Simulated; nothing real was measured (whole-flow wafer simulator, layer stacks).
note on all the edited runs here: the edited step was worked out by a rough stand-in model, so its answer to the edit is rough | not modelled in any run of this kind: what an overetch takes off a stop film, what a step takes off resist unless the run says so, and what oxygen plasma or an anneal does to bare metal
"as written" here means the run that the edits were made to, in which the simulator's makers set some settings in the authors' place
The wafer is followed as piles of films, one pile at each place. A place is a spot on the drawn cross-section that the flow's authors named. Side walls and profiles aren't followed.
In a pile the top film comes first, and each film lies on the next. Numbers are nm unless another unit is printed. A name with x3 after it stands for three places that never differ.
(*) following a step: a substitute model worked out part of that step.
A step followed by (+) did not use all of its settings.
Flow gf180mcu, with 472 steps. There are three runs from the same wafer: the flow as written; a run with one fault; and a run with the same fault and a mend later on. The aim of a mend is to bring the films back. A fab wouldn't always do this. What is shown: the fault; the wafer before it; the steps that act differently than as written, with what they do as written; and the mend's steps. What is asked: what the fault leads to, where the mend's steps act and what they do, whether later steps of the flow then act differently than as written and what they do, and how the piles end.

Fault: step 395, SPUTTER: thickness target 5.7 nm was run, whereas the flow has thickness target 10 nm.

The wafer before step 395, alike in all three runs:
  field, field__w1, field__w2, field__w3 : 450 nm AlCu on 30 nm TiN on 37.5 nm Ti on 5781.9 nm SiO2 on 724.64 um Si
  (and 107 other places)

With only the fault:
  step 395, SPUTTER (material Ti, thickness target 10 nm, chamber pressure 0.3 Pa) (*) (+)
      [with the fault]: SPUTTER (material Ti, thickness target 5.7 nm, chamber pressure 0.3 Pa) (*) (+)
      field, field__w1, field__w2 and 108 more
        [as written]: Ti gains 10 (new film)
        [with the fault]: Ti gains 5.7 (new film)
  Steps later in the flow that act otherwise than as written (not shown: 2 more steps that differ only slightly, by at most 2% or 0.5 nm, whichever is larger):
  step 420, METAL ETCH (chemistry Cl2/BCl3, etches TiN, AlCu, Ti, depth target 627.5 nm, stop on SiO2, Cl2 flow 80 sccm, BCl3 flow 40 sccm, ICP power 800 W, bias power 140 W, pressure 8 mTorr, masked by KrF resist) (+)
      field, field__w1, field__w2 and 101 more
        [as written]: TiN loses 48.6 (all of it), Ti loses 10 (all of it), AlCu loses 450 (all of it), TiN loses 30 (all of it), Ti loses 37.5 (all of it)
        [with the fault]: TiN loses 48.6 (all of it), Ti loses 5.7 (all of it), AlCu loses 450 (all of it), TiN loses 30 (all of it), Ti loses 37.5 (all of it)
  The piles end different from the flow's at field__w4, field__w8, contact, m1, m1__w1, mim, mim_1p0, m1_nw by more than 2% or 0.5 nm, whichever is larger.
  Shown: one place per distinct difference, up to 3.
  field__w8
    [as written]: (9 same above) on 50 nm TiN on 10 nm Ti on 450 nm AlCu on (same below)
    [with the fault]: (9 same above) on 50 nm TiN on 5.7 nm Ti on 450 nm AlCu on (same below)
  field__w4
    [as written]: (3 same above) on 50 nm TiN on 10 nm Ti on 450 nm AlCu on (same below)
    [with the fault]: (3 same above) on 50 nm TiN on 5.7 nm Ti on 450 nm AlCu on (same below)
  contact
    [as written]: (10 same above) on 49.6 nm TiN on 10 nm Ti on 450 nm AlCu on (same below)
    [with the fault]: (10 same above) on 49.6 nm TiN on 5.7 nm Ti on 450 nm AlCu on (same below)

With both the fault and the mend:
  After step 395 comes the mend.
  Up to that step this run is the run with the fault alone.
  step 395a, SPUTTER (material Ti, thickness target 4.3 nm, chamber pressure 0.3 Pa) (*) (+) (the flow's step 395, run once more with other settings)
      field, field__w1, field__w2 and 108 more
        Ti gains 4.3
  Every later step of the flow that is run acts as written at every place that is followed.
  At every place that both follow, the piles at the end match the flow's.
